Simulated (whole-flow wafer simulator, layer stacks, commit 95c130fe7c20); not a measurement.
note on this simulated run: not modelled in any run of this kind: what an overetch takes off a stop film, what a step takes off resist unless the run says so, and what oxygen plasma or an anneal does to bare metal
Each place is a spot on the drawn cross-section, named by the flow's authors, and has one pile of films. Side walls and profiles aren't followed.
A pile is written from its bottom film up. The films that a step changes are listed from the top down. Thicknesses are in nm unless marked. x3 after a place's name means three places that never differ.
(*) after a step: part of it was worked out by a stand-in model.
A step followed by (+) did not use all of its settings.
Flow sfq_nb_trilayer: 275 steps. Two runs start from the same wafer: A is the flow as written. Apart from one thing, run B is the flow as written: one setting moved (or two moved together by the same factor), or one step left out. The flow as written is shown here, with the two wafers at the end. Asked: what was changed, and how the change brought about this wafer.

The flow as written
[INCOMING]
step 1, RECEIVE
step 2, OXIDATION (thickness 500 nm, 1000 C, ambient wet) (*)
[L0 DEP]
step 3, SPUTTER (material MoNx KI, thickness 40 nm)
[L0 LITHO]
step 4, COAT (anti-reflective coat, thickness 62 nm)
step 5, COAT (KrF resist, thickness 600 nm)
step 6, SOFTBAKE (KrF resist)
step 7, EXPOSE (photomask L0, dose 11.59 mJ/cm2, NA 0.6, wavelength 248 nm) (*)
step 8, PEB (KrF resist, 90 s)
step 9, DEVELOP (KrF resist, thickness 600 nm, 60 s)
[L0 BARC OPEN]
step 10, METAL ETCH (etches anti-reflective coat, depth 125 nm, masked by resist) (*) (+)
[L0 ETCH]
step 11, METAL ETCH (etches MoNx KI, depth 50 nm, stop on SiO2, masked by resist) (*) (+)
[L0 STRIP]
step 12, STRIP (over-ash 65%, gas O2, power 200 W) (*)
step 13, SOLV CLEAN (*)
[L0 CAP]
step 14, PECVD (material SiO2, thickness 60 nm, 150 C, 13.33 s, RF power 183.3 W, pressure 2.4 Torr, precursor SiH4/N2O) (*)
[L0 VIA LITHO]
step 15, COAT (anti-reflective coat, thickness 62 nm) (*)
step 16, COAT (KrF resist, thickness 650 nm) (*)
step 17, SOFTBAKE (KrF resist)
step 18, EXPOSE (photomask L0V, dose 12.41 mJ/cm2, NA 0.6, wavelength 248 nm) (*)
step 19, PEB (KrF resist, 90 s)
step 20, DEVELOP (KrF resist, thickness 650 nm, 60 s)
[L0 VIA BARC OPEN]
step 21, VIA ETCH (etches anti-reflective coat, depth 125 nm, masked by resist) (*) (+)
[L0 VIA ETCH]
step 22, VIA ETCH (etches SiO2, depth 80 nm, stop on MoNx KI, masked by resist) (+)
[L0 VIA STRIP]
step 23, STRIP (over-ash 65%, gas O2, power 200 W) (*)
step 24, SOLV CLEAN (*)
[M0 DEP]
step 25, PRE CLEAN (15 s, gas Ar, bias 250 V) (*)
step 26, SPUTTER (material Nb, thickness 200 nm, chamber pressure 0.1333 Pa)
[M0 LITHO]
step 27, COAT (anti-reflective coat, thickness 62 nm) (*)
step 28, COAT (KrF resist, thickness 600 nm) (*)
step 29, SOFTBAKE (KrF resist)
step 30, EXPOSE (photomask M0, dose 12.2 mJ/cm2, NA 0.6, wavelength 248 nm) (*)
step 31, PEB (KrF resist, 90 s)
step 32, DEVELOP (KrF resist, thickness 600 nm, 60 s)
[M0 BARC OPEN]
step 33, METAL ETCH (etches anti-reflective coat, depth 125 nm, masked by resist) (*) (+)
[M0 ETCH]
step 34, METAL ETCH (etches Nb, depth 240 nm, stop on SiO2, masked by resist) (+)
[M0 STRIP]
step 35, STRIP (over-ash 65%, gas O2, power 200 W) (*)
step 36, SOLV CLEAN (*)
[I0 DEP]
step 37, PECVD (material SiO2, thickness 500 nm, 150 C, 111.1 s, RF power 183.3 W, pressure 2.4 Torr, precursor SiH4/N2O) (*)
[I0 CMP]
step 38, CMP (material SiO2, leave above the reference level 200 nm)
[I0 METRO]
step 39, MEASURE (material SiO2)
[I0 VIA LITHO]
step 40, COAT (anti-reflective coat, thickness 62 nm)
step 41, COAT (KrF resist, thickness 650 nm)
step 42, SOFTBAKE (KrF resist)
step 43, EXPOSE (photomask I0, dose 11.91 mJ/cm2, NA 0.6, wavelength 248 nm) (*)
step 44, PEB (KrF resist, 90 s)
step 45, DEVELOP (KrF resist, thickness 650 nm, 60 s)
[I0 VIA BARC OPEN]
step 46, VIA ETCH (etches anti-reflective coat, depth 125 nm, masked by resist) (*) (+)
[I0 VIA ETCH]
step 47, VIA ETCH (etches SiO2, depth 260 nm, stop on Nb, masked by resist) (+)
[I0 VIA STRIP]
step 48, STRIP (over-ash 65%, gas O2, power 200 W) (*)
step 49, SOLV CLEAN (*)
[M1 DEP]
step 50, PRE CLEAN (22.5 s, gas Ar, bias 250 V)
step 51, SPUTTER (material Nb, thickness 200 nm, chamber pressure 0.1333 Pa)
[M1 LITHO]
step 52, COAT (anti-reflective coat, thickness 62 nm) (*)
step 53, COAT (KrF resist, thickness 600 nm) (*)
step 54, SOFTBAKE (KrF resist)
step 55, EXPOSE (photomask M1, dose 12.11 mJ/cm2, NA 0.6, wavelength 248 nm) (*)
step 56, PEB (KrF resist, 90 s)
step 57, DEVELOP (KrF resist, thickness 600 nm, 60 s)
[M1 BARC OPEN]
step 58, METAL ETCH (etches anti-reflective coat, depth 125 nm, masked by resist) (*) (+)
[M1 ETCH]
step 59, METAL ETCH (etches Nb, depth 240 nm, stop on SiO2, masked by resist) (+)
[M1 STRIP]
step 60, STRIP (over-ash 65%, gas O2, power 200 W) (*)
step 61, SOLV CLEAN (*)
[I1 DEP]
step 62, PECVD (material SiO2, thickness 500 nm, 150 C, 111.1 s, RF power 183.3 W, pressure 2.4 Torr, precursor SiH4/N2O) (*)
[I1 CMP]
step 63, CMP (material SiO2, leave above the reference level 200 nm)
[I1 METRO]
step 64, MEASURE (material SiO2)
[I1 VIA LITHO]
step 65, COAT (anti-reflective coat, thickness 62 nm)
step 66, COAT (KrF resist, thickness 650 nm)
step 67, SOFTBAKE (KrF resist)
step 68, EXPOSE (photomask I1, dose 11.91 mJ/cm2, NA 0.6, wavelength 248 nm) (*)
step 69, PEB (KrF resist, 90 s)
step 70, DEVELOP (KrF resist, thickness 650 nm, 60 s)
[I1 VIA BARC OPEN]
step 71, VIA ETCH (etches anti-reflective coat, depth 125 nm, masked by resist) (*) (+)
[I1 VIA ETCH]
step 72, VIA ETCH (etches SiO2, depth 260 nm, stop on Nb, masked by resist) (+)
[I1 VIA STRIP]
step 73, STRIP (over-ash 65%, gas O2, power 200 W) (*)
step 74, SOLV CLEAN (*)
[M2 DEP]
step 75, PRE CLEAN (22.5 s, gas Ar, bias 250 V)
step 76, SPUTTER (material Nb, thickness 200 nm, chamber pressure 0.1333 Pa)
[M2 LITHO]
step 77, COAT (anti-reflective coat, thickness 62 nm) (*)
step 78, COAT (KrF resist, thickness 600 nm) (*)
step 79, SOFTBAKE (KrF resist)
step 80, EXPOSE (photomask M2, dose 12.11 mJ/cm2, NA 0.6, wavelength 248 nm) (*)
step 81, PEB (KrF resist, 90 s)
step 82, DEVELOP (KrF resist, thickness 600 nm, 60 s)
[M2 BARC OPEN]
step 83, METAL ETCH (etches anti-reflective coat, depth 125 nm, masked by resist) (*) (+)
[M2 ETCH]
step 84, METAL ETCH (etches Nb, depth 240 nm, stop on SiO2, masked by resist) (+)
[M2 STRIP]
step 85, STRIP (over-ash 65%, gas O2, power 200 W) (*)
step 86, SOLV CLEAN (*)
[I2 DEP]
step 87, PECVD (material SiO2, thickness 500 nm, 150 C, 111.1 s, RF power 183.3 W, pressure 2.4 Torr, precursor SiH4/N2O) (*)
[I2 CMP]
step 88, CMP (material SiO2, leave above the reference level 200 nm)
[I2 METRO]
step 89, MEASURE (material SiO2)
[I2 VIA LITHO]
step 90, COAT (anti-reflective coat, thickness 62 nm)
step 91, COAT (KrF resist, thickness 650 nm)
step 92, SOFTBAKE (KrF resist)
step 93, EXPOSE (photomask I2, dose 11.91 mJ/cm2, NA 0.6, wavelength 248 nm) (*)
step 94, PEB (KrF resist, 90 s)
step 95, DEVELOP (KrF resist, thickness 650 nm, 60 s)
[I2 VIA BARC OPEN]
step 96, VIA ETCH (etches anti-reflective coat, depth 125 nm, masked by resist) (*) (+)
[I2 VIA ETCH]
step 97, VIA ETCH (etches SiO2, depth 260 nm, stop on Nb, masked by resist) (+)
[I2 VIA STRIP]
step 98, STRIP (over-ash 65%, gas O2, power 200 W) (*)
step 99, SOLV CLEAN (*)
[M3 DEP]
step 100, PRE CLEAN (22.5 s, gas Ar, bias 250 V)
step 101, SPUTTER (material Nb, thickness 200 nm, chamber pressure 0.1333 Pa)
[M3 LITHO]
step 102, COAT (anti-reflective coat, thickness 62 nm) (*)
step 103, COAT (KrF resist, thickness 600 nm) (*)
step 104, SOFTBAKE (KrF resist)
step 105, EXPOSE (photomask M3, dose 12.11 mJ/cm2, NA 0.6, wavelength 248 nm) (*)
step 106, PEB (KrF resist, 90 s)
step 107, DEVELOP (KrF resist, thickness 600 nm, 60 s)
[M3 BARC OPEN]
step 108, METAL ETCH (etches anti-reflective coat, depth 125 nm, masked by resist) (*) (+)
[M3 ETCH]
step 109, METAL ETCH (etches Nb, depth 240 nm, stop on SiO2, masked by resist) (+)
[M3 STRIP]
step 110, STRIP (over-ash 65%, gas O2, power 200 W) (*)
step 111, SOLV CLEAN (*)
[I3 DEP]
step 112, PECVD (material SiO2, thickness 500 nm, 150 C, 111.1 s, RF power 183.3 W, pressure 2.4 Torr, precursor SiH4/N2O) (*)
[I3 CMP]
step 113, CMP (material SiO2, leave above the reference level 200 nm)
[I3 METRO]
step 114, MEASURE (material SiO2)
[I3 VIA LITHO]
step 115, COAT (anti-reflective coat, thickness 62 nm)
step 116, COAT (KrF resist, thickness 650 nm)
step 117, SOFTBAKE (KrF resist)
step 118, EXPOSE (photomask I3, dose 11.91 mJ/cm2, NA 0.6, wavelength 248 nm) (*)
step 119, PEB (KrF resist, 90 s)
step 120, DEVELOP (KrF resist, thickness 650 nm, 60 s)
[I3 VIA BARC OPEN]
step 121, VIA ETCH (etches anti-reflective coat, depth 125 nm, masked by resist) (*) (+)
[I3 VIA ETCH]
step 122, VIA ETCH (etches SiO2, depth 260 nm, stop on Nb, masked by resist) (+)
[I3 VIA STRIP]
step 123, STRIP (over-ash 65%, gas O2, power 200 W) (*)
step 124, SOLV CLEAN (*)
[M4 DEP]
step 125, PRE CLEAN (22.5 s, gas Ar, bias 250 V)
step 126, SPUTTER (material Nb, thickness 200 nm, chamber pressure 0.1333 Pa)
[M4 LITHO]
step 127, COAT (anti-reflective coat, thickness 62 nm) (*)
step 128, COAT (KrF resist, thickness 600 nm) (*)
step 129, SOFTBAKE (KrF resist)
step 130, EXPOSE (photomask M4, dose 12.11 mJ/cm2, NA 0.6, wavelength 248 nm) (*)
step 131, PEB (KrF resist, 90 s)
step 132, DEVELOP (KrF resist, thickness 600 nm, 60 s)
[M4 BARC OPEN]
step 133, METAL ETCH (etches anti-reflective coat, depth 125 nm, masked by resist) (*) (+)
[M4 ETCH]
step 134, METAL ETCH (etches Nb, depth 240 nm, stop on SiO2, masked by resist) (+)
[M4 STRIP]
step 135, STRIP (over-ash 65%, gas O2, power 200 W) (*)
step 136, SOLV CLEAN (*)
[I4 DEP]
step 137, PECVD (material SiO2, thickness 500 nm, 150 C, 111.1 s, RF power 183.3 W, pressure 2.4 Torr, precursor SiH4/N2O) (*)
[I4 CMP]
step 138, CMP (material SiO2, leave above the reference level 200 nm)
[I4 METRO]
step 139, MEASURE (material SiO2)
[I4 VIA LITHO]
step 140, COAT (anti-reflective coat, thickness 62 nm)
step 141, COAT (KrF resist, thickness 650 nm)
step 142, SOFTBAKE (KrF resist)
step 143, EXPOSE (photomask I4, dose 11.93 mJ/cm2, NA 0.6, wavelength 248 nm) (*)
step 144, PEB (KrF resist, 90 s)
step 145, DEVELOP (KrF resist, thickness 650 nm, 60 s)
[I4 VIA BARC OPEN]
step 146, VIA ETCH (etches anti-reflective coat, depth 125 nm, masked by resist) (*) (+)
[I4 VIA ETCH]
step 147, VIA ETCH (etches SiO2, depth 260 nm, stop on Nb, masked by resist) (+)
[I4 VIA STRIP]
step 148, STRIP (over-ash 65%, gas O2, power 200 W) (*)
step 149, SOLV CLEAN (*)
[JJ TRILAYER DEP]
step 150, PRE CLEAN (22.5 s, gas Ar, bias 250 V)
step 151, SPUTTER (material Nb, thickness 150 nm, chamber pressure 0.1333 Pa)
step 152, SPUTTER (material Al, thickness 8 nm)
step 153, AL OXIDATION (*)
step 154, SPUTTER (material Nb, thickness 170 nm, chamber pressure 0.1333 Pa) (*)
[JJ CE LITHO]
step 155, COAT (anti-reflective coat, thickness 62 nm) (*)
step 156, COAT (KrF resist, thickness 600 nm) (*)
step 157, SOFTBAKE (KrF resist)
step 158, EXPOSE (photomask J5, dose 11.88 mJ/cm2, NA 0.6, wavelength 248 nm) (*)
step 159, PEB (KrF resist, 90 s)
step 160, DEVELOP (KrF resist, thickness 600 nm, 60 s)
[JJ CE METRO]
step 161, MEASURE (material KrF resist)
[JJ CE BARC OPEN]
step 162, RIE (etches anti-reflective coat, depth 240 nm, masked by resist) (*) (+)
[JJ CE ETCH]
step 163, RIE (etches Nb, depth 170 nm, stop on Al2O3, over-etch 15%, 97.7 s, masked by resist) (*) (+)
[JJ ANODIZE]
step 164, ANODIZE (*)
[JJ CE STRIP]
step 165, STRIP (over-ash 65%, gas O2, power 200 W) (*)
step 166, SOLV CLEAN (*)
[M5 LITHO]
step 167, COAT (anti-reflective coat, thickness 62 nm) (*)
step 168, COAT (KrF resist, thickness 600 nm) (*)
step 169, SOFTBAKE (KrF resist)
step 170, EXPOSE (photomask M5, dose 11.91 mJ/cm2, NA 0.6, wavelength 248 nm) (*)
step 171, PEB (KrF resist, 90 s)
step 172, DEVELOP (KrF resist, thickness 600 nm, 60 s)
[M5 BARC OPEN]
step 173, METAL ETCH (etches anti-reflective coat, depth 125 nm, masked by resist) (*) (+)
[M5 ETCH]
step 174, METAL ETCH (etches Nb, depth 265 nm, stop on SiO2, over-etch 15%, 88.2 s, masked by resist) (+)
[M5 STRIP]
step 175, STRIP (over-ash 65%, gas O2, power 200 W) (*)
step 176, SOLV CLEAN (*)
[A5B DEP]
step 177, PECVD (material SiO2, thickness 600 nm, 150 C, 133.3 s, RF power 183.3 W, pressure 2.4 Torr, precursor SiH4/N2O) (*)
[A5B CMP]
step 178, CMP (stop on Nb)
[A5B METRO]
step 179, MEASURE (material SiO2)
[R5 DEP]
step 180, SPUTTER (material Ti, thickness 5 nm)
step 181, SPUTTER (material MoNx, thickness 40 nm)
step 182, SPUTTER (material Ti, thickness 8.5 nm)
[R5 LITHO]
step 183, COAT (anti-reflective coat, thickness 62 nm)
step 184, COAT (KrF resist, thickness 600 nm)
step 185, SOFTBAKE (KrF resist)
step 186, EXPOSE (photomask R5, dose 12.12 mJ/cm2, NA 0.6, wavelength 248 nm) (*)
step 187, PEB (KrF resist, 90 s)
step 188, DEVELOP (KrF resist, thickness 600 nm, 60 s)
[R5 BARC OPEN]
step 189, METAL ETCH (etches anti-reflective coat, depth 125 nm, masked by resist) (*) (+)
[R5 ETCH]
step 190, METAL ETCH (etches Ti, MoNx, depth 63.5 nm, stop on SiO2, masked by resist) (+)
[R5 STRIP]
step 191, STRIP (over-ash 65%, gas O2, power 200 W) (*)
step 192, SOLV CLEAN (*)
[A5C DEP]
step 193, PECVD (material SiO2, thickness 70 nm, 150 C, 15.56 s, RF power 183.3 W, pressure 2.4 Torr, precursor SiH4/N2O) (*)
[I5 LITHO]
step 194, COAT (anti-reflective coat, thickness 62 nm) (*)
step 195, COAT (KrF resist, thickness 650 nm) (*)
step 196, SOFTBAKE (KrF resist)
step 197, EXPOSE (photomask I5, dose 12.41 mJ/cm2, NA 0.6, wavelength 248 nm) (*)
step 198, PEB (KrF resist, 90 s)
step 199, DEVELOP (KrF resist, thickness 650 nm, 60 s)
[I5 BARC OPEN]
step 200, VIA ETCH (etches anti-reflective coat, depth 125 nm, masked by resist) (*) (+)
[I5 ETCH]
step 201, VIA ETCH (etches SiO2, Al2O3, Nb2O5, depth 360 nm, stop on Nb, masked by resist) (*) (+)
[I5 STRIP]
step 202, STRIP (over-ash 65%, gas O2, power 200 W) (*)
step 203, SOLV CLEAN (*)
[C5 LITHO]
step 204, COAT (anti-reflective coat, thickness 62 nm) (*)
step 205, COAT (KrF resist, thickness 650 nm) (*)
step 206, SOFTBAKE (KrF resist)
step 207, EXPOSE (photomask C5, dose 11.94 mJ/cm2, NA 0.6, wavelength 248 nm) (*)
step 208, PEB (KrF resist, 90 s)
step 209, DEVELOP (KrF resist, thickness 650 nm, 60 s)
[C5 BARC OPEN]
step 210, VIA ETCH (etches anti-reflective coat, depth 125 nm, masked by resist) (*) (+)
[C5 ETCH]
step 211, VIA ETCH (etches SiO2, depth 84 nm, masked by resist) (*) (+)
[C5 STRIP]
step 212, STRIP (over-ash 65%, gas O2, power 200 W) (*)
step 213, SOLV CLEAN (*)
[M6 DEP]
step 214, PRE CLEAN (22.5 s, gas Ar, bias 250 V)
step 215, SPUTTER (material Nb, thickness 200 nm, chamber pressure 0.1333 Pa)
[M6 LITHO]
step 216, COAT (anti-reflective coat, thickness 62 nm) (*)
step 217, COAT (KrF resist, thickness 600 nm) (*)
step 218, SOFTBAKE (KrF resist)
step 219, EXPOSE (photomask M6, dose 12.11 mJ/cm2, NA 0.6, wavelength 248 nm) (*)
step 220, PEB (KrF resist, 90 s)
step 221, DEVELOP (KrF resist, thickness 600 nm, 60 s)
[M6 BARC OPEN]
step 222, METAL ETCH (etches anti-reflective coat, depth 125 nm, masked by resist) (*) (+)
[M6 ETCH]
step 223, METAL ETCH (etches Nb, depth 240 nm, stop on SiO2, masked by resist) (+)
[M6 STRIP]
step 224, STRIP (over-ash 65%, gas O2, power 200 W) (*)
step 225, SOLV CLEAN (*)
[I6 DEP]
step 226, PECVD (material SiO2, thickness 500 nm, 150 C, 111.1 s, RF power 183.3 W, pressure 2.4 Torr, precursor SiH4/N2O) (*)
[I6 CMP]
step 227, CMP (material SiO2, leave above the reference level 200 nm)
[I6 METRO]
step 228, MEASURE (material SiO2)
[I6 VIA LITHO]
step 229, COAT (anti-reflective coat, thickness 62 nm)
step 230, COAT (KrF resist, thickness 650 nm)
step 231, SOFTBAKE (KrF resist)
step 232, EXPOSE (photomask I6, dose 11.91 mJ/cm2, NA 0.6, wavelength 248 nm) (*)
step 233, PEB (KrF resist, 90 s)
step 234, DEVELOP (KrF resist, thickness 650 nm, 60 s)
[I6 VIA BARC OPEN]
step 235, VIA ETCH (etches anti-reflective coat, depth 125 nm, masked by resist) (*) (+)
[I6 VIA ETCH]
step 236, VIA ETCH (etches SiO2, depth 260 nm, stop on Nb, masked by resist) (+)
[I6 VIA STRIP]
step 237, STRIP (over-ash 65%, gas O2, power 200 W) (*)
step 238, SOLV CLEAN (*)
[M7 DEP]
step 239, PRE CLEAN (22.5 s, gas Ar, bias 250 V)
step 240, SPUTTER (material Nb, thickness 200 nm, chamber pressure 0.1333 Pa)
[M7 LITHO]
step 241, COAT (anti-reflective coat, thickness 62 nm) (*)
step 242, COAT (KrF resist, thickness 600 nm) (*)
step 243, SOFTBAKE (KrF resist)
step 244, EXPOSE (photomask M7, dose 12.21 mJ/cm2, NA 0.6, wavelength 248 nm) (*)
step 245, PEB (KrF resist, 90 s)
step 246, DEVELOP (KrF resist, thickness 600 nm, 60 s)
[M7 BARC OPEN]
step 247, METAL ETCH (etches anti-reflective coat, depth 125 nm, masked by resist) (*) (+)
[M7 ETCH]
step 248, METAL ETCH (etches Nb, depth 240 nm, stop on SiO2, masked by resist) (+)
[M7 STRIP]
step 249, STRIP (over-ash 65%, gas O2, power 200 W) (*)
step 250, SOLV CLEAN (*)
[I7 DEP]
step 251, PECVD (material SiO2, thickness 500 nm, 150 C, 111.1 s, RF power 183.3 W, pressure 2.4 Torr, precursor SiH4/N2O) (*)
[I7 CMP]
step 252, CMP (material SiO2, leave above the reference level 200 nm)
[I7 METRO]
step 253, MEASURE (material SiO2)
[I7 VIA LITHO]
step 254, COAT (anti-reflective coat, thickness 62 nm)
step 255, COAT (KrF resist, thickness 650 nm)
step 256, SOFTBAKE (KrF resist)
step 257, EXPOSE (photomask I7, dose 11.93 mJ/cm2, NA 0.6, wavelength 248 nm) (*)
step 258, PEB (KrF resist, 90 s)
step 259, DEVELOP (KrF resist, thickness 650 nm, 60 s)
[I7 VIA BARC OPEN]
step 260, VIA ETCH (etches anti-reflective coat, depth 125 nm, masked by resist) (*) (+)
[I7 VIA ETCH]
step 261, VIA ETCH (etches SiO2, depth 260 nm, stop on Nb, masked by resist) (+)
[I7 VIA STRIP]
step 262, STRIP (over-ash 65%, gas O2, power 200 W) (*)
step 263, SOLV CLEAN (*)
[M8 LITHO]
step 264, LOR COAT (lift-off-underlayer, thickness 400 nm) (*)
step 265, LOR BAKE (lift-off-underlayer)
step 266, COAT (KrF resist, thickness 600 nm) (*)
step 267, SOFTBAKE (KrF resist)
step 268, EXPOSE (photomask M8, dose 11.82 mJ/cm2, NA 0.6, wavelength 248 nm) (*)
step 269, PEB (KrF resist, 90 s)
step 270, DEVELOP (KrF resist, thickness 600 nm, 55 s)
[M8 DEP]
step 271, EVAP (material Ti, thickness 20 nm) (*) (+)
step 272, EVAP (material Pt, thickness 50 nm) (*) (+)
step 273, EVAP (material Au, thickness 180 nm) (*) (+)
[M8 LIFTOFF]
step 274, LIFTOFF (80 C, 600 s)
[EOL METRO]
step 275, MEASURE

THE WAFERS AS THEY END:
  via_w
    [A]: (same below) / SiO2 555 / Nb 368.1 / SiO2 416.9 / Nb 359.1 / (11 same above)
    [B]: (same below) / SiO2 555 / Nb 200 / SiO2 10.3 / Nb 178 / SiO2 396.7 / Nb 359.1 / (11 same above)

Cause: step 47, VIA ETCH: depth 182 nm was run, whereas the flow has depth 260 nm.

Step by step, how the change led to this:
  step 47, VIA ETCH (etches SiO2, depth 260 nm, stop on Nb, masked by resist) (+)
      via_w: A SiO2 loses 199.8 (all of it) | B SiO2 loses 182
      field_l, v_sur, via_wl and 102 more: A KrF resist loses 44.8 | B KrF resist loses 31.4
  step 48, STRIP (over-ash 65%, gas O2, power 200 W) (*)
      field_l, v_sur, via_wl and 102 more: A KrF resist loses 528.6 (all of it), anti-reflective coat loses 62 (all of it) | B KrF resist loses 542.1 (all of it), anti-reflective coat loses 62 (all of it)
  step 50, PRE CLEAN (22.5 s, gas Ar, bias 250 V)
      via_w: A Nb loses 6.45 | B SiO2 loses 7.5
  step 51, SPUTTER (material Nb, thickness 200 nm, chamber pressure 0.1333 Pa)
      via_w: A Nb gains 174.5 | B Nb gains 178 (new film)
  step 52, COAT (anti-reflective coat, thickness 62 nm) (*)
      via_w: A anti-reflective coat gains 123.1 (new film) | B anti-reflective coat gains 119.4 (new film)
  step 60, STRIP (over-ash 65%, gas O2, power 200 W) (*)
      via_w: A KrF resist loses 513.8 (all of it), anti-reflective coat loses 123.1 (all of it) | B KrF resist loses 500.1 (all of it), anti-reflective coat loses 119.4 (all of it)
  step 62, PECVD (material SiO2, thickness 500 nm, 150 C, 111.1 s, RF power 183.3 W, pressure 2.4 Torr, precursor SiH4/N2O) (*)
      via_w: A SiO2 gains 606 (new film) | B SiO2 gains 585.8 (new film)
With metal films that touch counted as one body, via_w has 6 bodies (between them, from the top down: SiO2 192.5; SiO2 427.3 / Al2O3 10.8 / Nb2O5 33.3; SiO2 425.9; SiO2 396.7; SiO2 10.3); the flow as written gives 5 bodies (between them, from the top down: SiO2 192.5; SiO2 427.3 / Al2O3 10.8 / Nb2O5 33.3; SiO2 425.9; SiO2 416.9).
